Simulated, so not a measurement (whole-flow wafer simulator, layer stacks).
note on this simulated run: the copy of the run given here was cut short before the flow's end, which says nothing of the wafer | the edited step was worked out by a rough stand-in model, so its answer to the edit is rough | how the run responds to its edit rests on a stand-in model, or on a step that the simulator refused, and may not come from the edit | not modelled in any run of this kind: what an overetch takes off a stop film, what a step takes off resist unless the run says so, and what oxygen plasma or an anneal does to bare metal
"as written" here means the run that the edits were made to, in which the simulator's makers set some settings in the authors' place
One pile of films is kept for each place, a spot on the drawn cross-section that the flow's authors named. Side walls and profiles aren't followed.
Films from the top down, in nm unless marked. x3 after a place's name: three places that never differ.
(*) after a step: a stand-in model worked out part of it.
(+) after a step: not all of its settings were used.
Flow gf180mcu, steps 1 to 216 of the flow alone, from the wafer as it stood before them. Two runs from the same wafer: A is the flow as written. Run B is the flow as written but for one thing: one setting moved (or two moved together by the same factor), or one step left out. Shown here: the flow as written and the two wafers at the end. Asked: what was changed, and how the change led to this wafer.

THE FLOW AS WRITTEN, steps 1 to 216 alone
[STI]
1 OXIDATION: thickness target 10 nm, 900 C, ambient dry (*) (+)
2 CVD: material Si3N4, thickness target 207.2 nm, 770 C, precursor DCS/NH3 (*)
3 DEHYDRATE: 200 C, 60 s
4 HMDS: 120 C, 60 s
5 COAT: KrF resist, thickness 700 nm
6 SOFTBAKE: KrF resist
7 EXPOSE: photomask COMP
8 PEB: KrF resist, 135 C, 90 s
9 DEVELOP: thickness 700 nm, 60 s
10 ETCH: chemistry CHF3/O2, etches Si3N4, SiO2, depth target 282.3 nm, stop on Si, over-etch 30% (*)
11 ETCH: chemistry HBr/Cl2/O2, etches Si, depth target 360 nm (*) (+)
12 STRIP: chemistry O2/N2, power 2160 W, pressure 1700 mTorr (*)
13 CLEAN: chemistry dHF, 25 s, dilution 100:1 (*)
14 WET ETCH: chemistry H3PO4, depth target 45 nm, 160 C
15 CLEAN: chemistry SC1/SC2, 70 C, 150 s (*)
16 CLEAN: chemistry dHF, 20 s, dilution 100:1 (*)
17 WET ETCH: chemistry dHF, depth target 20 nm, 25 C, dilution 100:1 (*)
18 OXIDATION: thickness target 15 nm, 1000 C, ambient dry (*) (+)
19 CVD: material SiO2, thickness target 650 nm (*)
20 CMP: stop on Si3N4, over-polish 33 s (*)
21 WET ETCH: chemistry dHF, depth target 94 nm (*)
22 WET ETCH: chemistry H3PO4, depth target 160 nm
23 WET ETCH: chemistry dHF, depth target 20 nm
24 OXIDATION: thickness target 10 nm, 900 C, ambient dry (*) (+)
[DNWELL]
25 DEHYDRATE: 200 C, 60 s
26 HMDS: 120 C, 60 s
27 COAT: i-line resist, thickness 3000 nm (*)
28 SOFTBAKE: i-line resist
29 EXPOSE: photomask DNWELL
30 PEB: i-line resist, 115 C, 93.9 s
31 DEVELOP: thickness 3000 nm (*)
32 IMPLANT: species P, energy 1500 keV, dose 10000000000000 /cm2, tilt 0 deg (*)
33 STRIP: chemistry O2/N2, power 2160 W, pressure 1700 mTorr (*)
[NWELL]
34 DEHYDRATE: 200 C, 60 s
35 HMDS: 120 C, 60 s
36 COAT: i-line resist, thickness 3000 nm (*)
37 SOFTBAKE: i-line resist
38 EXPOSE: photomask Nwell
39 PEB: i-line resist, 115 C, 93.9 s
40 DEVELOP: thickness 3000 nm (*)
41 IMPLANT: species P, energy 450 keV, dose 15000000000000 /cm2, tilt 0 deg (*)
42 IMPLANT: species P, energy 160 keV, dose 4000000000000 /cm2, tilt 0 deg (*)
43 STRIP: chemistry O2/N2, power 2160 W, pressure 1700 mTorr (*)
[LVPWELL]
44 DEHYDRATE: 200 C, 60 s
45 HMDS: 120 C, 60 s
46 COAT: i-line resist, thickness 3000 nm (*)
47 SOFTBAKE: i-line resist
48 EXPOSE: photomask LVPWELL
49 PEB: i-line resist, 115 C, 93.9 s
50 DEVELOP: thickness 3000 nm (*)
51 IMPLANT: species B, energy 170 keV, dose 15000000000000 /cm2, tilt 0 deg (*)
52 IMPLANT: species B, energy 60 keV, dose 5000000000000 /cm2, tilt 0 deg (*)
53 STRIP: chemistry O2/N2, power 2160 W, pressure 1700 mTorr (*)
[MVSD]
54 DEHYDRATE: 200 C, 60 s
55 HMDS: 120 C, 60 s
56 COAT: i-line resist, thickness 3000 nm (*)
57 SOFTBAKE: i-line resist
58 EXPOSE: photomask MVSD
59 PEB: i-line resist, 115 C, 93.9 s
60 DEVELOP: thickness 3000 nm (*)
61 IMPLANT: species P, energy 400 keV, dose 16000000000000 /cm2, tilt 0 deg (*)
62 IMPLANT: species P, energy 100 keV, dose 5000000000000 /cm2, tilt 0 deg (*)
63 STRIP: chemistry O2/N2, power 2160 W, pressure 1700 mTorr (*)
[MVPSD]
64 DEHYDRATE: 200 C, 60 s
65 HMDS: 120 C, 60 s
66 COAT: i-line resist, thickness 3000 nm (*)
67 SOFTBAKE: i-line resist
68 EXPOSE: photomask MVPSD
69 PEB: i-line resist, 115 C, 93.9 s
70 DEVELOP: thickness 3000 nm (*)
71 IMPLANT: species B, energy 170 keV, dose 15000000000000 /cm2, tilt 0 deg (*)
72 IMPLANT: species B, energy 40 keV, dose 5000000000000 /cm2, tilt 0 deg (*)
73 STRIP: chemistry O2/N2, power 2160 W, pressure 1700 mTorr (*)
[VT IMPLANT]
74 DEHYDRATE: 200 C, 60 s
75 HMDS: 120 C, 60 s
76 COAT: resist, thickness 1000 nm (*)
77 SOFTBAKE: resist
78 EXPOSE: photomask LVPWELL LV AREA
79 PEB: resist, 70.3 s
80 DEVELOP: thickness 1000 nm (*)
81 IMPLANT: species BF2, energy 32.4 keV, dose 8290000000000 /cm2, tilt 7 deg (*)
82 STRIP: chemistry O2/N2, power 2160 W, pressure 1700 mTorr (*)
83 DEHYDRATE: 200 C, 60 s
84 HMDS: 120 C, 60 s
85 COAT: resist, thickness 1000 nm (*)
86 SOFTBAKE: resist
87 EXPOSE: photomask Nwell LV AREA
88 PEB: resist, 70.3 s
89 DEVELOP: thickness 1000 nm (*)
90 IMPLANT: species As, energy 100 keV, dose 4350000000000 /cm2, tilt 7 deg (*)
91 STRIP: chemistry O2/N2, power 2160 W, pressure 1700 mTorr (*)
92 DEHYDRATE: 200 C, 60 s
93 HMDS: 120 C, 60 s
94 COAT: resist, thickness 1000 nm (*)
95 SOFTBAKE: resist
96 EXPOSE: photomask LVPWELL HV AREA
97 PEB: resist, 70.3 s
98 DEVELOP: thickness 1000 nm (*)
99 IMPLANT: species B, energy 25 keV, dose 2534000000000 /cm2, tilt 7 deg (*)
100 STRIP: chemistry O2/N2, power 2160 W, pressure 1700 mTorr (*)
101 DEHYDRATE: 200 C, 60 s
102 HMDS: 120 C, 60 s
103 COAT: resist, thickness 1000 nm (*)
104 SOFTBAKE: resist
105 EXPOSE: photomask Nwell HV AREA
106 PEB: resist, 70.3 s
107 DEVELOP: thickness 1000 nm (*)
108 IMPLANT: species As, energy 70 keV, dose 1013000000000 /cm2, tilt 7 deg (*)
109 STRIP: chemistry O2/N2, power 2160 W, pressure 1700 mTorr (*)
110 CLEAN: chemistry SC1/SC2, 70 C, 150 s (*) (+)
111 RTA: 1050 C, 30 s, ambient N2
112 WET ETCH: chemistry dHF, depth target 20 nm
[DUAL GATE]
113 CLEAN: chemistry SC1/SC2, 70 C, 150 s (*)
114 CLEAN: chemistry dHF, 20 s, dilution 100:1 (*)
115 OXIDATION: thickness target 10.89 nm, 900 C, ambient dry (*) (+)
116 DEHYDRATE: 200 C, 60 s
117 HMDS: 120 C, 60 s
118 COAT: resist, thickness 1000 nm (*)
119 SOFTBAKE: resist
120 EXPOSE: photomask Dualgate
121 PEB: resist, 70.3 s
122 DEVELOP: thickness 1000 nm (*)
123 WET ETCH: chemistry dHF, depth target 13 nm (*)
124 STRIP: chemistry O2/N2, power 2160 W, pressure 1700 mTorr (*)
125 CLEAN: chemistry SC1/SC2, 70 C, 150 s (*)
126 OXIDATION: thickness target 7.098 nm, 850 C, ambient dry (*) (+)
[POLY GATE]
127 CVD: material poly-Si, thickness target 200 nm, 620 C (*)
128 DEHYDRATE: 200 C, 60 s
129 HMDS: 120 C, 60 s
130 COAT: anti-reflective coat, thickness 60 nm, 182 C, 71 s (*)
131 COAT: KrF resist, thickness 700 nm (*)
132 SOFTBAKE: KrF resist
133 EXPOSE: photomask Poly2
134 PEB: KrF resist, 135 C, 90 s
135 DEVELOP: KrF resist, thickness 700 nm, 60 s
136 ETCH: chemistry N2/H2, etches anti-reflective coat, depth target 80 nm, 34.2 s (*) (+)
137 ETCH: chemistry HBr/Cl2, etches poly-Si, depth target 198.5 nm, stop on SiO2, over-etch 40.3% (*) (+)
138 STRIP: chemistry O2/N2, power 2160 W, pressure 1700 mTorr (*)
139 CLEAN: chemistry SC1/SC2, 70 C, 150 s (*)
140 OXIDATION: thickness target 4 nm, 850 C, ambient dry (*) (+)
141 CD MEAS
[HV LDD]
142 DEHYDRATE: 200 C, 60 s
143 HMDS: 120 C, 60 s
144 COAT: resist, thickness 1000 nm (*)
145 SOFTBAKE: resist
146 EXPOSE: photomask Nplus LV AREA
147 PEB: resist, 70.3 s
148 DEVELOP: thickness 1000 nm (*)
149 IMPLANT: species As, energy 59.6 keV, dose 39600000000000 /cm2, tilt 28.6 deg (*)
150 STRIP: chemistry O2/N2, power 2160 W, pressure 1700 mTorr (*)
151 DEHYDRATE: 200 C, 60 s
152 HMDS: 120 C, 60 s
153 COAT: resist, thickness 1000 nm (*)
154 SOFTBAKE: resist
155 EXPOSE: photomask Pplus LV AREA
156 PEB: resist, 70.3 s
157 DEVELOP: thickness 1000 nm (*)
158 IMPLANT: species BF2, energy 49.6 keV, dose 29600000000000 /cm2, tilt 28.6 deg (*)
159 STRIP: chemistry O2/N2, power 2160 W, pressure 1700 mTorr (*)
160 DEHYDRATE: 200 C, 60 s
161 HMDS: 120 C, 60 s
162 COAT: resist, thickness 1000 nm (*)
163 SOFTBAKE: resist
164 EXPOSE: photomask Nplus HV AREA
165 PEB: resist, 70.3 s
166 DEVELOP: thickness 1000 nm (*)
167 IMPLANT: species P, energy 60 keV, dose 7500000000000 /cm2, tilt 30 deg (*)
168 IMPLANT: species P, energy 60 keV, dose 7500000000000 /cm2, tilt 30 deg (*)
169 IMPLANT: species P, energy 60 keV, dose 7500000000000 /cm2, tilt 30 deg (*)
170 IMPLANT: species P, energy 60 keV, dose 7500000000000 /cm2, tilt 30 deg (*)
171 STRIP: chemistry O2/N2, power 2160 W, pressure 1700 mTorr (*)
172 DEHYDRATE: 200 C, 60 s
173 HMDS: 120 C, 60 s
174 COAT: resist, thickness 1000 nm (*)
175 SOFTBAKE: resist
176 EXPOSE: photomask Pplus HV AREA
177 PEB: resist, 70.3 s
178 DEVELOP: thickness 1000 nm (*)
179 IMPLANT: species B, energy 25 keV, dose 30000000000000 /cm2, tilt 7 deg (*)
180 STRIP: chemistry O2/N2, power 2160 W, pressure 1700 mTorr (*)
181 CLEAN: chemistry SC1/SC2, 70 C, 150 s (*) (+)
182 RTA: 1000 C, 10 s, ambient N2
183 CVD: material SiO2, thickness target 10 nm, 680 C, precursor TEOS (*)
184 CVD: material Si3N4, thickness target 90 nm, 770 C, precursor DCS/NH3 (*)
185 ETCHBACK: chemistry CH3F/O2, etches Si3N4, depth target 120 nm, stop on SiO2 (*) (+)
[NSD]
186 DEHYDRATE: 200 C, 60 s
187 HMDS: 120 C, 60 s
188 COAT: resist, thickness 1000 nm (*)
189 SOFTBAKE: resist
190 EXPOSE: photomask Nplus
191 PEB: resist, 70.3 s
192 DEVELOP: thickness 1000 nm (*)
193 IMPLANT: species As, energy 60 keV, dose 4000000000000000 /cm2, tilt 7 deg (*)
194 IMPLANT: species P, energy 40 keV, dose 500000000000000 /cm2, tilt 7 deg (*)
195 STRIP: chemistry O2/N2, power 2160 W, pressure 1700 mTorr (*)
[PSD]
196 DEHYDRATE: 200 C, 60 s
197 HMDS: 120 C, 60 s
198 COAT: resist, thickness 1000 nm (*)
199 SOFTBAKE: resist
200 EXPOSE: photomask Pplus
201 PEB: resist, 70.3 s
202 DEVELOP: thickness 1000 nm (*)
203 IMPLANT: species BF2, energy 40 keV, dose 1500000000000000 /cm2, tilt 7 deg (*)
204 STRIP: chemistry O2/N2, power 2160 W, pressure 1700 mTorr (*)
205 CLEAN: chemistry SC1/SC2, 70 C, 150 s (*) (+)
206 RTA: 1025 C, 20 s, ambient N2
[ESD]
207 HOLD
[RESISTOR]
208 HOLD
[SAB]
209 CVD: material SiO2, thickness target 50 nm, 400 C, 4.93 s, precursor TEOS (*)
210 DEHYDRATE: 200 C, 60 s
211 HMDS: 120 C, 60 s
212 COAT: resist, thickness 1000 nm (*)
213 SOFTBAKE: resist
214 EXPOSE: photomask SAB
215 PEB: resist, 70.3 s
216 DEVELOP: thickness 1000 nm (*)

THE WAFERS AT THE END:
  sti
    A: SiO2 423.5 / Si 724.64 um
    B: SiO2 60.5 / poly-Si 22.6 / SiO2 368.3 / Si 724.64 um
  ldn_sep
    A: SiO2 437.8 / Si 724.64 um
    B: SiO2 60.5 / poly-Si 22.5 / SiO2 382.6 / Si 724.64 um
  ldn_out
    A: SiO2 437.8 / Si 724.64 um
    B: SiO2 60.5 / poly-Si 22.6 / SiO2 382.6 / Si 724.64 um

The cause: step 137, ETCH: depth target 124.1 nm was run, where the flow has depth target 198.5 nm.

How the change led to this, step by step:
  137 ETCH: chemistry HBr/Cl2, etches poly-Si, depth target 198.5 nm, stop on SiO2, over-etch 40.3% (*) (+)
      field__w3, field__w12, field_sub and 14 more: A poly-Si -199 (all of it), SiO2 -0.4 | B poly-Si -174.1
      field__w6, sti, m1 and 11 more: A poly-Si -198.8 (all of it), SiO2 -0.4 | B poly-Si -174.1
      (and at 61 more places)
  138 STRIP: chemistry O2/N2, power 2160 W, pressure 1700 mTorr (*)
      field, field__w1, field__w2 and 61 more: A nothing | B chemical SiO2 +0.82 (new film), poly-Si -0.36
      gate: A chemical SiO2 +0.68 (new film), KrF resist -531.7 (all of it), anti-reflective coat -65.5 (all of it), poly-Si -0.3 | B chemical SiO2 +0.68 (new film), KrF resist -566.5 (all of it), anti-reflective coat -65.5 (all of it), poly-Si -0.3
      (and at 27 more places)
  139 CLEAN: chemistry SC1/SC2, 70 C, 150 s (*)
      field, field__w1, field__w2 and 34 more: A SiO2 -0.68 | B chemical SiO2 -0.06, poly-Si -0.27
  140 OXIDATION: thickness target 4 nm, 850 C, ambient dry (*) (+)
      field, field__w1, field__w2 and 21 more: A SiO2 +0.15, Si -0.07 | B SiO2 +4 (new film), chemical SiO2 -0.76 (all of it), poly-Si -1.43
      active_hv, active_nat, ld_sd_n and 11 more: A SiO2 +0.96, Si -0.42 | B SiO2 +4 (new film), chemical SiO2 -0.76 (all of it), poly-Si -1.43
      (and at 26 more places)
  144 COAT: resist, thickness 1000 nm (*)
      polyc_n, polyc_p: A resist +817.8 (new film) | B resist +841.3 (new film)
      gate: A resist +837.3 (new film) | B resist +860.3 (new film)
      (and at 21 more places)
  145 SOFTBAKE: resist
      nw_enc_fld_lv__w3: A resist +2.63 | B resist -0.56
      field__w1: A resist +4.19 | B resist +3.5
      (and at 51 more places)
  148 DEVELOP: thickness 1000 nm (*)
      gate: A resist -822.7 (all of it) | B resist -845.7 (all of it)
      npoly_u: A resist -821.5 (all of it) | B resist -843.7 (all of it)
      (and at 3 more places)
  150 STRIP: chemistry O2/N2, power 2160 W, pressure 1700 mTorr (*)
      gate_hv: A resist -824.2 (all of it) | B resist -845.7 (all of it)
      gate_p: A resist -828.7 (all of it) | B resist -850.8 (all of it)
      (and at 20 more places)
  153 COAT: resist, thickness 1000 nm (*)
      polyc_n, polyc_p: A resist +817.8 (new film) | B resist +841.3 (new film)
      gate: A resist +837.3 (new film) | B resist +860.3 (new film)
      (and at 21 more places)
  154 SOFTBAKE: resist
      nw_enc_fld_lv__w3: A resist +2.63 | B resist -0.56
      field__w1: A resist +4.19 | B resist +3.5
      (and at 51 more places)
  157 DEVELOP: thickness 1000 nm (*)
      gate_p: A resist -828.7 (all of it) | B resist -850.8 (all of it)
      ppoly_u: A resist -827 (all of it) | B resist -848.4 (all of it)
      (and at 3 more places)
  159 STRIP: chemistry O2/N2, power 2160 W, pressure 1700 mTorr (*)
      gate: A resist -822.7 (all of it) | B resist -845.7 (all of it)
      gate_hv: A resist -824.2 (all of it) | B resist -845.7 (all of it)
      (and at 20 more places)
  162 COAT: resist, thickness 1000 nm (*)
      polyc_n, polyc_p: A resist +817.8 (new film) | B resist +841.3 (new film)
      gate: A resist +837.3 (new film) | B resist +860.3 (new film)
      (and at 21 more places)
  163 SOFTBAKE: resist
      nw_enc_fld_lv__w3: A resist +2.63 | B resist -0.56
      field__w1: A resist +4.19 | B resist +3.5
      (and at 51 more places)
  166 DEVELOP: thickness 1000 nm (*)
      gate_hv: A resist -824.2 (all of it) | B resist -845.7 (all of it)
      ld_gate_n: A resist -849.3 (all of it) | B resist -867.7 (all of it)
      (and at 6 more places)
  171 STRIP: chemistry O2/N2, power 2160 W, pressure 1700 mTorr (*)
      gate: A resist -822.7 (all of it) | B resist -845.7 (all of it)
      gate_p: A resist -828.7 (all of it) | B resist -850.8 (all of it)
      (and at 17 more places)
  ... 14 more steps ...
  216 DEVELOP: thickness 1000 nm (*)
      gate: A resist -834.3 (all of it) | B resist -855.7 (all of it)
      gate_hv: A resist -836.1 (all of it) | B resist -856 (all of it)
      (and at 18 more places)
